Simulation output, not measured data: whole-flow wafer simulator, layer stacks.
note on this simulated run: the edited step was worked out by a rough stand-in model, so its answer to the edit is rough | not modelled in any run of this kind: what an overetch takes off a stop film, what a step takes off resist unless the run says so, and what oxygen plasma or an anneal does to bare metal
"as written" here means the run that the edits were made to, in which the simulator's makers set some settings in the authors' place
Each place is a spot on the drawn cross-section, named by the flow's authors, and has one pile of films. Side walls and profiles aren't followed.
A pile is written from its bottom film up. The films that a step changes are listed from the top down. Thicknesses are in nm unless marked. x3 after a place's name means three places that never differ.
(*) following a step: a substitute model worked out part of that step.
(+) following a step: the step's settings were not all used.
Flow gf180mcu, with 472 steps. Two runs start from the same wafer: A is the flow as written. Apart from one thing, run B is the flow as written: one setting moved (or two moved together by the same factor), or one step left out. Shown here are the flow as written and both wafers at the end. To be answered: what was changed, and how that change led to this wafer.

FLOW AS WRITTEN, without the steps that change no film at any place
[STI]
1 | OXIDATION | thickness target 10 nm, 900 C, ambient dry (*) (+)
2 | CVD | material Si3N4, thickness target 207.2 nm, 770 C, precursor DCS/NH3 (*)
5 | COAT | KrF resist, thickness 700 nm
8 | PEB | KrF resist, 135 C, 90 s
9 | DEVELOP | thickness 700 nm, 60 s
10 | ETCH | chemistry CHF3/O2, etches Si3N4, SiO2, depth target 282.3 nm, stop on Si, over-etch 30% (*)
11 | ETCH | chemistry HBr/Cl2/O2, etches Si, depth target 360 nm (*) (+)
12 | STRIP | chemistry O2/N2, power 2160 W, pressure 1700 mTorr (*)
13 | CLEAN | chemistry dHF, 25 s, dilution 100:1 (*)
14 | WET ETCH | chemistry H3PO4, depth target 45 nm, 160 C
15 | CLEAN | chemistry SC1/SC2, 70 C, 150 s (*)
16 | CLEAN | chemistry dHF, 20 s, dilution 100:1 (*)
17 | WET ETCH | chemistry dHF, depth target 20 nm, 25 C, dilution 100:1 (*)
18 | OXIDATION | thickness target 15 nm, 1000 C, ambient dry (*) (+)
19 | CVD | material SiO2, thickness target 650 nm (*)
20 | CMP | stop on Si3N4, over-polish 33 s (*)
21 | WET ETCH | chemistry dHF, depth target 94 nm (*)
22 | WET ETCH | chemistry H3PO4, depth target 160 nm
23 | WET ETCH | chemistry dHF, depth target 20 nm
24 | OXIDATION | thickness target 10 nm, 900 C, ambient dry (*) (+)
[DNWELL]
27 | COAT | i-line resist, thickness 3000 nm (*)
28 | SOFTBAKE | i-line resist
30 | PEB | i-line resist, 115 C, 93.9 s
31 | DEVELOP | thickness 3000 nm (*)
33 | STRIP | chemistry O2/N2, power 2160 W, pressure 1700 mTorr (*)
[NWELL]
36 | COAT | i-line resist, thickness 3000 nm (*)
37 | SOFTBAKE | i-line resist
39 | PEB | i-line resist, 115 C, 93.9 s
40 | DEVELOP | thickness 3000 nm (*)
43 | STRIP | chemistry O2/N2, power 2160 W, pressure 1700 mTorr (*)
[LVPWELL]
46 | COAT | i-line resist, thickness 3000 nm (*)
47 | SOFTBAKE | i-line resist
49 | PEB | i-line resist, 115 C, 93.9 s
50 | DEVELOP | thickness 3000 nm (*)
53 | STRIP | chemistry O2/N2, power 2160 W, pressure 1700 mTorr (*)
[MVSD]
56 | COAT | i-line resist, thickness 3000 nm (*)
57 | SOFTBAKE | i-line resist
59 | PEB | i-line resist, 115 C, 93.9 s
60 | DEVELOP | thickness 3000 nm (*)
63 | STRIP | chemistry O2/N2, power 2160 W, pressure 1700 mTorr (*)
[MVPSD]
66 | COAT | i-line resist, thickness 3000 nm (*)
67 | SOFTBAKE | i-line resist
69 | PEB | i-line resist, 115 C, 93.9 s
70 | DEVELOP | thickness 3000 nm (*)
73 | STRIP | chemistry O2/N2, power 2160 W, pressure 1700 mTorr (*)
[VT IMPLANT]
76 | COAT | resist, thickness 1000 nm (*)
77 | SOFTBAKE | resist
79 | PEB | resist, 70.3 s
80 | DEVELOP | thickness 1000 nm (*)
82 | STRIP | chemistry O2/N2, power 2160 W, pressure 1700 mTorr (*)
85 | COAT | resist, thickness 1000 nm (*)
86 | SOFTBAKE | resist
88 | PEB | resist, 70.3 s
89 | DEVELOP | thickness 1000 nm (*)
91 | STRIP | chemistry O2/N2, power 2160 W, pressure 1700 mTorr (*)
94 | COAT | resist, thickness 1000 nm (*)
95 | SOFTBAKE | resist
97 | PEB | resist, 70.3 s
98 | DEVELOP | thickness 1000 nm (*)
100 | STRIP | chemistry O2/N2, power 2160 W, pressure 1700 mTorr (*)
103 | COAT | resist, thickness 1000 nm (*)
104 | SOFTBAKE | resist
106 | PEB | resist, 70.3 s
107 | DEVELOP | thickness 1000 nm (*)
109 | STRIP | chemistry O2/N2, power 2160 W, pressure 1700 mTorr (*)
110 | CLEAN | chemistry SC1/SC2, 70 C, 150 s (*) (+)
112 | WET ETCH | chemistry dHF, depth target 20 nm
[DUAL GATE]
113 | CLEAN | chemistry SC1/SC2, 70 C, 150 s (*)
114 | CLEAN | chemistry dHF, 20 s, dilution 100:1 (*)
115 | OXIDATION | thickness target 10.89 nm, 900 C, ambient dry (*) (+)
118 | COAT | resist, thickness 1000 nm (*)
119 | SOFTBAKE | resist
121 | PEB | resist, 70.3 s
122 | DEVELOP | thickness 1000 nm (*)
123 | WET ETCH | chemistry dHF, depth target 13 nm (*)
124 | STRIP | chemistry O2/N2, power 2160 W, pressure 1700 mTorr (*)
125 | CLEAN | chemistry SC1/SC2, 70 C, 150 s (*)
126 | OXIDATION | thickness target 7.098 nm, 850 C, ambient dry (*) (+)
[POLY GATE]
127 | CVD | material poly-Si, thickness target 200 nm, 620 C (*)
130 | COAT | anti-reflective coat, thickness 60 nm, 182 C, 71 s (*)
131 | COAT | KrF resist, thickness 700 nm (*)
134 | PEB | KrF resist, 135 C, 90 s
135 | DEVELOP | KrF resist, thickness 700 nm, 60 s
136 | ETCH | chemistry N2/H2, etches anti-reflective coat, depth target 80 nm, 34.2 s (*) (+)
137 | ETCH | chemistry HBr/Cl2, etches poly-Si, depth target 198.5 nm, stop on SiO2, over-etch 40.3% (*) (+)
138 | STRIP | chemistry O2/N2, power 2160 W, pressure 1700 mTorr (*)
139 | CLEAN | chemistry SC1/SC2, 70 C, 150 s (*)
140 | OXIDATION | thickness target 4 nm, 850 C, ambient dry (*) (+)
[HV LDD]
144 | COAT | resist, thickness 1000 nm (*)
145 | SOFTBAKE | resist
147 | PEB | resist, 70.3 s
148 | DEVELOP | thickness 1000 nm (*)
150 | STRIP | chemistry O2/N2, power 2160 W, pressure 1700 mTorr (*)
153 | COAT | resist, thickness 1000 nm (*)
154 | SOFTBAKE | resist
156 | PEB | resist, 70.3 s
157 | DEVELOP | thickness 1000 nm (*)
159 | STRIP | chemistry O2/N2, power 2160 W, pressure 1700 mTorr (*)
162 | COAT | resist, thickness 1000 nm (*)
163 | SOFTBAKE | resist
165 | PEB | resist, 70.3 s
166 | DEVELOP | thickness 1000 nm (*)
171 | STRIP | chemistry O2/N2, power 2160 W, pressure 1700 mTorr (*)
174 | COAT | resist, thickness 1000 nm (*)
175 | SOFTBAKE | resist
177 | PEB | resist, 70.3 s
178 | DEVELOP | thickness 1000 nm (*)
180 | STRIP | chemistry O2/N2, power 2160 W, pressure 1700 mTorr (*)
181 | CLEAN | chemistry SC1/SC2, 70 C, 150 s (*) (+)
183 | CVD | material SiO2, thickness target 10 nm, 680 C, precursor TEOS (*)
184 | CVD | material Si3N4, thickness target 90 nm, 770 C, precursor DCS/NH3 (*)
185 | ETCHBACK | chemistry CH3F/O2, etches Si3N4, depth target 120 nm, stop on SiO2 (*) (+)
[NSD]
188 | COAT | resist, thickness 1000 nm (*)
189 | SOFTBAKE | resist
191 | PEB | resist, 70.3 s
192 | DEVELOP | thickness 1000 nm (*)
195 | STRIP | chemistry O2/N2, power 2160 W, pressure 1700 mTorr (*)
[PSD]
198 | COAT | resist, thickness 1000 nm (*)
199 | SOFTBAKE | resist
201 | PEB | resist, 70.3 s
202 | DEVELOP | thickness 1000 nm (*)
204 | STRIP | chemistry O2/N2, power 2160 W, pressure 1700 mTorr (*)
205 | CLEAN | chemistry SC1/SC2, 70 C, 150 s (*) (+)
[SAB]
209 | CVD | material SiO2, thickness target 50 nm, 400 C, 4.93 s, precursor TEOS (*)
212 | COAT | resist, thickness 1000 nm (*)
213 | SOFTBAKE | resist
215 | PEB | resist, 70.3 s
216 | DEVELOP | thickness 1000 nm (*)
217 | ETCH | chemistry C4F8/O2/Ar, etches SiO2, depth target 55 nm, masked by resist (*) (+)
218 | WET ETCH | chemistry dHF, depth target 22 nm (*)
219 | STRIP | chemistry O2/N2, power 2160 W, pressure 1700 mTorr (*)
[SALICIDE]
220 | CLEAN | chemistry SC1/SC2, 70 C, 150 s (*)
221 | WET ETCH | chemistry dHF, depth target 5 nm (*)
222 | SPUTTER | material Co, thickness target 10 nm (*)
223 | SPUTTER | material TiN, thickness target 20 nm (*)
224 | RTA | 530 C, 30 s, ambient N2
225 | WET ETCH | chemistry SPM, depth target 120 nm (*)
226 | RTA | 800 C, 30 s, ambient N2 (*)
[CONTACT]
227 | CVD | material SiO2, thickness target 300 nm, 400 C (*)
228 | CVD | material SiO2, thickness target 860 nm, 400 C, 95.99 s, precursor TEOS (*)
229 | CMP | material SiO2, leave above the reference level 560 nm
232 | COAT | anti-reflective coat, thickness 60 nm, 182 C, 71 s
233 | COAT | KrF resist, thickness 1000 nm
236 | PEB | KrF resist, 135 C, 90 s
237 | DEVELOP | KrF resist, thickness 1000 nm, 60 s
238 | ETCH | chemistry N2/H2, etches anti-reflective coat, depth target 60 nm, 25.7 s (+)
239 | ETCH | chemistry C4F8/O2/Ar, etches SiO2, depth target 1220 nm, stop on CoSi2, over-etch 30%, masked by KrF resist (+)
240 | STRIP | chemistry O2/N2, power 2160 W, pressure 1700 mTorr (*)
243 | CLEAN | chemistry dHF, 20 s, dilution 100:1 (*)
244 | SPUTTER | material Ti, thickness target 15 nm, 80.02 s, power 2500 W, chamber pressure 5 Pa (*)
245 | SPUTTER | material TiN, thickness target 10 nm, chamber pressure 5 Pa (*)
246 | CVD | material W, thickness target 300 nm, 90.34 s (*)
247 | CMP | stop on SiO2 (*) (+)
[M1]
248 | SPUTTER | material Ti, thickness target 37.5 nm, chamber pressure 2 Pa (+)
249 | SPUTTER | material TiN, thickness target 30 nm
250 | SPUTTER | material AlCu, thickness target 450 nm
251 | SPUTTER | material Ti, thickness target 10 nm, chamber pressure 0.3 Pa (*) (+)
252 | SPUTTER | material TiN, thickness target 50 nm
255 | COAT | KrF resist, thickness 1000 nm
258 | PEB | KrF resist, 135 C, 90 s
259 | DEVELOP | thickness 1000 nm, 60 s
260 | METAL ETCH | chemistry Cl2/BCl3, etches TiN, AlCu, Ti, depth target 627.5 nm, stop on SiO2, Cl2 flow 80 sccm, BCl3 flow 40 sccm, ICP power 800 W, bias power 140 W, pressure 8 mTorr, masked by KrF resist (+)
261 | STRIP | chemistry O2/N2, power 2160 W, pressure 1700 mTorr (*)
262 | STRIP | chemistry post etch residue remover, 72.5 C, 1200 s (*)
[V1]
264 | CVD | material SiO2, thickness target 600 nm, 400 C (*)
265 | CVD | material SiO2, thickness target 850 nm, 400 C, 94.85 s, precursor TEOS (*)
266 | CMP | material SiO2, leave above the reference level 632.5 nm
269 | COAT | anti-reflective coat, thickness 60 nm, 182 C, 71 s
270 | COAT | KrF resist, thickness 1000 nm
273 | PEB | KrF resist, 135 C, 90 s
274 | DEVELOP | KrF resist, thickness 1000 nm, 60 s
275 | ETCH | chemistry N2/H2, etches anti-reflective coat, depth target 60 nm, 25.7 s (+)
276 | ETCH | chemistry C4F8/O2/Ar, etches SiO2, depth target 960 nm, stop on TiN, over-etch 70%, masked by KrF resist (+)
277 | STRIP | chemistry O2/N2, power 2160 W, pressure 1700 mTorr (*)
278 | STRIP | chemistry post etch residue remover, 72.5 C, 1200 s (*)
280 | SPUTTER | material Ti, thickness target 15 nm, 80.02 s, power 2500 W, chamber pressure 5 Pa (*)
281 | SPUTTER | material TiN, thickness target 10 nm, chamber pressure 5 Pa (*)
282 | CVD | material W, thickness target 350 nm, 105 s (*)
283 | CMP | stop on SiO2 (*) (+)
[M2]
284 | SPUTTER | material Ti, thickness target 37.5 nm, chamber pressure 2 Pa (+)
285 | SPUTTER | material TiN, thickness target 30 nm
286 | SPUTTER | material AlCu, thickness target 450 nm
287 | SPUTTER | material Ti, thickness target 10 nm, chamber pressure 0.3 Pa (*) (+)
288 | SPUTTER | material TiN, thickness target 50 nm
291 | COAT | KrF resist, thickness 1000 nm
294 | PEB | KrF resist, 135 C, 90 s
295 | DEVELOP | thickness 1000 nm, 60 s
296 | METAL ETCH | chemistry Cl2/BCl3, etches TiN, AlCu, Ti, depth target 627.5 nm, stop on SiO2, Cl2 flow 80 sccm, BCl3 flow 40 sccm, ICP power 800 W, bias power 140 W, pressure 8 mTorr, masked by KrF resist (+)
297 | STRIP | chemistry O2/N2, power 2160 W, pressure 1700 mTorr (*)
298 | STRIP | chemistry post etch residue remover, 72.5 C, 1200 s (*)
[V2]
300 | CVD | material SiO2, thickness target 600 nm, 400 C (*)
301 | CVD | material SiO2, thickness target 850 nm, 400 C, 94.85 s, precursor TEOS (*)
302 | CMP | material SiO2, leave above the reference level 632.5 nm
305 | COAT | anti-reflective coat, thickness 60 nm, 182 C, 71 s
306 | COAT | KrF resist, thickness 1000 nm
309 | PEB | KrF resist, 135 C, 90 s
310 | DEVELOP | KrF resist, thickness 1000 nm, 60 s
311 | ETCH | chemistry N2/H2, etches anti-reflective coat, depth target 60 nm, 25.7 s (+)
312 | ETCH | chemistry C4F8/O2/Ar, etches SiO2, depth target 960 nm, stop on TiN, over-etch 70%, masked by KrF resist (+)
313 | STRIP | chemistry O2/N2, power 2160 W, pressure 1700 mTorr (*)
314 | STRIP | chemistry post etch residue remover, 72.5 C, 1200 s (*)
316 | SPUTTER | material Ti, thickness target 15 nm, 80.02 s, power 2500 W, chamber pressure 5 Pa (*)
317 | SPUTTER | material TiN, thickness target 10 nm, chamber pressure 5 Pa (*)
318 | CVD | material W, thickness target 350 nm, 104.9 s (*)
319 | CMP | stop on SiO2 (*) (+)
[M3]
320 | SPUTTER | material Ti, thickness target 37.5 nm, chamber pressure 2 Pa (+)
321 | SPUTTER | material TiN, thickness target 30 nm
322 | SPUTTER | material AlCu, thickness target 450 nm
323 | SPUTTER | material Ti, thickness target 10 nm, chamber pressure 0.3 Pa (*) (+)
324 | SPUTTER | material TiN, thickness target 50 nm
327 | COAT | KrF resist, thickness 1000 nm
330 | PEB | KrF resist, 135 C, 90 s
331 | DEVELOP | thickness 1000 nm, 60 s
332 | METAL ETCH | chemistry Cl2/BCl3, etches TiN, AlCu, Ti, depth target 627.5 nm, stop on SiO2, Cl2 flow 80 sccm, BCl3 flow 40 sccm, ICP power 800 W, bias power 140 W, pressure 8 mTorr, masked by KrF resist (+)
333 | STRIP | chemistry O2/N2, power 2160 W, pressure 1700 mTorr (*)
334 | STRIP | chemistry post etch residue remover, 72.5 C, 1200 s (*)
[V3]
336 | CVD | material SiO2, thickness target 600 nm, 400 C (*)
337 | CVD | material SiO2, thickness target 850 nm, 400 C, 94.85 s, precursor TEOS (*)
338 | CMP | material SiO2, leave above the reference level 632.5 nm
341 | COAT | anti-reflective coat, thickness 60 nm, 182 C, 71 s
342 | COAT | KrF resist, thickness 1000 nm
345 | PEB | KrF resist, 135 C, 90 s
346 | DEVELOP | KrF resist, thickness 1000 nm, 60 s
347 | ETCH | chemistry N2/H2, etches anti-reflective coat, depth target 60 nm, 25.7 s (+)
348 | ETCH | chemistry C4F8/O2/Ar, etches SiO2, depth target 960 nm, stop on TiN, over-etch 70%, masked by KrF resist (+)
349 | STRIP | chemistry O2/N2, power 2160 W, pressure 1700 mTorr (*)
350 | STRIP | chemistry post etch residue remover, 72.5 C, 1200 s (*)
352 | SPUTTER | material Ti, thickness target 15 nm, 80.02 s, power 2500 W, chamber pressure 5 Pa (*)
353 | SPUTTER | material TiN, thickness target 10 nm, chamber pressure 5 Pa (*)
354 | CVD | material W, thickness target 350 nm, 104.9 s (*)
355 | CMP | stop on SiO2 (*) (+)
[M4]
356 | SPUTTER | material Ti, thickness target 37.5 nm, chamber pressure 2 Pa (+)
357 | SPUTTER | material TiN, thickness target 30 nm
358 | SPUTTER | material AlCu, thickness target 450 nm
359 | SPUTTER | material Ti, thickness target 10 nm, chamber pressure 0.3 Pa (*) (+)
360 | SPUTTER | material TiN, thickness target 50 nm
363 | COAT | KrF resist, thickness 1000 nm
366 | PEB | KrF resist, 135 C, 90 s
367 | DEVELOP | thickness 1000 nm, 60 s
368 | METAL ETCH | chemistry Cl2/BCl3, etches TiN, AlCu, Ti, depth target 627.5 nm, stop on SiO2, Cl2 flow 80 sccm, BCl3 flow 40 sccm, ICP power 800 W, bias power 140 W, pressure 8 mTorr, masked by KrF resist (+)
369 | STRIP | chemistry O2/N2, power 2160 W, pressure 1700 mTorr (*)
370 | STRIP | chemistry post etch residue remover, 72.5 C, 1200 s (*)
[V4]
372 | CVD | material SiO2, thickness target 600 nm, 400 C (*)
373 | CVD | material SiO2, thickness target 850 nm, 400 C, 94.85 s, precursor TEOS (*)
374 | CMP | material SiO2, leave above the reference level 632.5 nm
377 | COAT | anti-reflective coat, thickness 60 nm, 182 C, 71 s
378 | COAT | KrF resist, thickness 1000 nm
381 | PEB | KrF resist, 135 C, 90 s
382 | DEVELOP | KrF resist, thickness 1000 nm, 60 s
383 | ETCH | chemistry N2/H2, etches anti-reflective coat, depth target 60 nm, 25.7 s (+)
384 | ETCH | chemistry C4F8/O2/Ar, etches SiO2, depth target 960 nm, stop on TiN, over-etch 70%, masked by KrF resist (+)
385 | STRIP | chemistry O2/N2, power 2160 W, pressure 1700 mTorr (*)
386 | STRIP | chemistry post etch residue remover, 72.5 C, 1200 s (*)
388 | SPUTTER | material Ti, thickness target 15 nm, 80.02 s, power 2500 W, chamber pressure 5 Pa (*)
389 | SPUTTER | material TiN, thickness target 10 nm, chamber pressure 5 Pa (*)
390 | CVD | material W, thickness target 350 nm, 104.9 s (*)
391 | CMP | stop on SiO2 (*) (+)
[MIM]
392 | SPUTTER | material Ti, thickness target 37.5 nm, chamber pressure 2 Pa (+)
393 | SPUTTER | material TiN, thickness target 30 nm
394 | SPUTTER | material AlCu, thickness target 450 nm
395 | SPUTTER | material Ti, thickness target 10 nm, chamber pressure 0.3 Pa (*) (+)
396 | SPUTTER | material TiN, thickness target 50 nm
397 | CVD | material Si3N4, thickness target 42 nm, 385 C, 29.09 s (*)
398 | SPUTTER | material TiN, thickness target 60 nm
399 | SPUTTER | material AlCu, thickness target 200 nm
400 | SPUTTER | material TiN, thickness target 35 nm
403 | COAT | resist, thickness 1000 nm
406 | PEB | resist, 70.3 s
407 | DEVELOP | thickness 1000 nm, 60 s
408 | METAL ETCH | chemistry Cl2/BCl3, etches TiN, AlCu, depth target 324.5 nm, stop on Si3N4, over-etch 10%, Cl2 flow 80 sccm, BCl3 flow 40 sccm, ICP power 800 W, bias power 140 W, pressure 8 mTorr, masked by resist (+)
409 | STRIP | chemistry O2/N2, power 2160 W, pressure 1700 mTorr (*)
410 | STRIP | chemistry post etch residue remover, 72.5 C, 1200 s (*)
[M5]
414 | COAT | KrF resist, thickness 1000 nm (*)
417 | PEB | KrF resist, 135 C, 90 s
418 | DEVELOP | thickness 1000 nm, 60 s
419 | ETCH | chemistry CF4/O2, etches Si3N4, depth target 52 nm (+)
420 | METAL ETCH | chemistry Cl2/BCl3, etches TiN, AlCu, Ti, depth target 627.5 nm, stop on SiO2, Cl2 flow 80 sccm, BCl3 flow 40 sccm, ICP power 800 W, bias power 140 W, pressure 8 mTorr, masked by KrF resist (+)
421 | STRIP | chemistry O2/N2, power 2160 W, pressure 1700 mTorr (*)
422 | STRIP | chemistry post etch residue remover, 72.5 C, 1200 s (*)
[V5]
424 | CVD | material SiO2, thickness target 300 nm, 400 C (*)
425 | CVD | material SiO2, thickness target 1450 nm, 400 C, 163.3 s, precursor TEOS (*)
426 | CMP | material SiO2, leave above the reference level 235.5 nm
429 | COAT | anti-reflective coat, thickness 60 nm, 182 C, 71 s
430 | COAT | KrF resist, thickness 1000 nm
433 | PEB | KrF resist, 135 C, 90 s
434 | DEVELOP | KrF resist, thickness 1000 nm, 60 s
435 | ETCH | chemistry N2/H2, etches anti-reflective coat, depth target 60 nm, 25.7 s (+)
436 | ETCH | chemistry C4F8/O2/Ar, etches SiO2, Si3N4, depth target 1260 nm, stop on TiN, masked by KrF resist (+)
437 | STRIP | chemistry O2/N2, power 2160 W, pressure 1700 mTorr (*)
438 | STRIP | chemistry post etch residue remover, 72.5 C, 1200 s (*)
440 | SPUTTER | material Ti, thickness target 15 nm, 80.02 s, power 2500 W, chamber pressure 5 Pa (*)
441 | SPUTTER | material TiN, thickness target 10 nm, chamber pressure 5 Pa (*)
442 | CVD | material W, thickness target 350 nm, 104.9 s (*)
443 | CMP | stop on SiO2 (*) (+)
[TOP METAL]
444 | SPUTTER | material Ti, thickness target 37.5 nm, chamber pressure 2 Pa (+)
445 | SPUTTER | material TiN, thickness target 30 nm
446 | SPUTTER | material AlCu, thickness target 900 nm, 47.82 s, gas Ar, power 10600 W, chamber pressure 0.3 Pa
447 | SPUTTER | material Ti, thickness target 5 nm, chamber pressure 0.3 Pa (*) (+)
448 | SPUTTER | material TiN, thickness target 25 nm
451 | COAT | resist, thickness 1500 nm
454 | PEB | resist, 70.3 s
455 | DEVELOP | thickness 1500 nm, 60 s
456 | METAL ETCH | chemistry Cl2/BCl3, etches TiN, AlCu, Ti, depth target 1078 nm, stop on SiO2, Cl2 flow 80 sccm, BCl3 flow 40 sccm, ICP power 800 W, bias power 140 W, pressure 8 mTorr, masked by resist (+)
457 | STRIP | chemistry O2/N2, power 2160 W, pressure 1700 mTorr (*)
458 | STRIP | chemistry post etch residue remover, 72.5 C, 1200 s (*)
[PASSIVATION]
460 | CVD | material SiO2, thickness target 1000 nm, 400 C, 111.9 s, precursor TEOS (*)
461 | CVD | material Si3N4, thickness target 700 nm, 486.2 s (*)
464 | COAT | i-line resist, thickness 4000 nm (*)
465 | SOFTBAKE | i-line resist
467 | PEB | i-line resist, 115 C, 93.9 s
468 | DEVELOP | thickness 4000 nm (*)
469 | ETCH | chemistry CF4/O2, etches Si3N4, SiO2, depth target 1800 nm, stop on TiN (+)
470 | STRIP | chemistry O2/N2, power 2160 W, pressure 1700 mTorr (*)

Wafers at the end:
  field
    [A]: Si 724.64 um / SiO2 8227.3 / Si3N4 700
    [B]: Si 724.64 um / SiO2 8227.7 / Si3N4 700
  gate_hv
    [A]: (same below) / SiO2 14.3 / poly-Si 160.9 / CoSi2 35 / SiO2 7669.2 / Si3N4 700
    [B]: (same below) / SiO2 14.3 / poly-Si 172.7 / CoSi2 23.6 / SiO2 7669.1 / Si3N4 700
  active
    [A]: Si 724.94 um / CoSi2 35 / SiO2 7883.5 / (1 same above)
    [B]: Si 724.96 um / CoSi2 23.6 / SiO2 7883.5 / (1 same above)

What caused this: step 222, SPUTTER: thickness target 6.75 nm was run, while the flow as written has thickness target 10 nm.

The path from the change to this, step by step:
  222 | SPUTTER | material Co, thickness target 10 nm (*)
      field, field__w7, field__w8 and 71 more: A +10 Co (new film) | B +6.75 Co (new film)
      field__w2, mim: A +8.65 Co (new film) | B +5.84 Co (new film)
      (and at 35 other places as well)
  224 | RTA | 530 C, 30 s, ambient N2
      gate, gate_hv, gate_p and 22 more: A under 1 film: +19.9 CoSi (new film), -10 Co (all of it), -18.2 poly-Si | B under 1 film: +13.4 CoSi (new film), -6.75 Co (all of it), -12.3 poly-Si
      active, p_well, sd_n and 11 more: A under 1 film: +19.9 CoSi (new film), -10 Co (all of it), -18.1 Si | B under 1 film: +13.4 CoSi (new film), -6.75 Co (all of it), -12.2 Si
      (and at 10 other places as well)
  225 | WET ETCH | chemistry SPM, depth target 120 nm (*)
      field, field__w7, field__w8 and 32 more: A -20 TiN (all of it), -10 Co (all of it) | B -20 TiN (all of it), -6.75 Co (all of it)
      field__w9, nw_enc_fld_lv__w3: A -19.1 TiN (all of it), -9.6 Co (all of it) | B -19.1 TiN (all of it), -6.48 Co (all of it)
      (and at 25 other places as well)
  226 | RTA | 800 C, 30 s, ambient N2 (*)
      gate, gate_hv, gate_p and 22 more: A +35 CoSi2 (new film), -19.9 CoSi (all of it), -18.2 poly-Si | B +23.6 CoSi2 (new film), -13.4 CoSi (all of it), -12.3 poly-Si
      active, p_well, sd_n and 11 more: A +35 CoSi2 (new film), -19.9 CoSi (all of it), -18.1 Si | B +23.6 CoSi2 (new film), -13.4 CoSi (all of it), -12.2 Si
      (and at 10 other places as well)
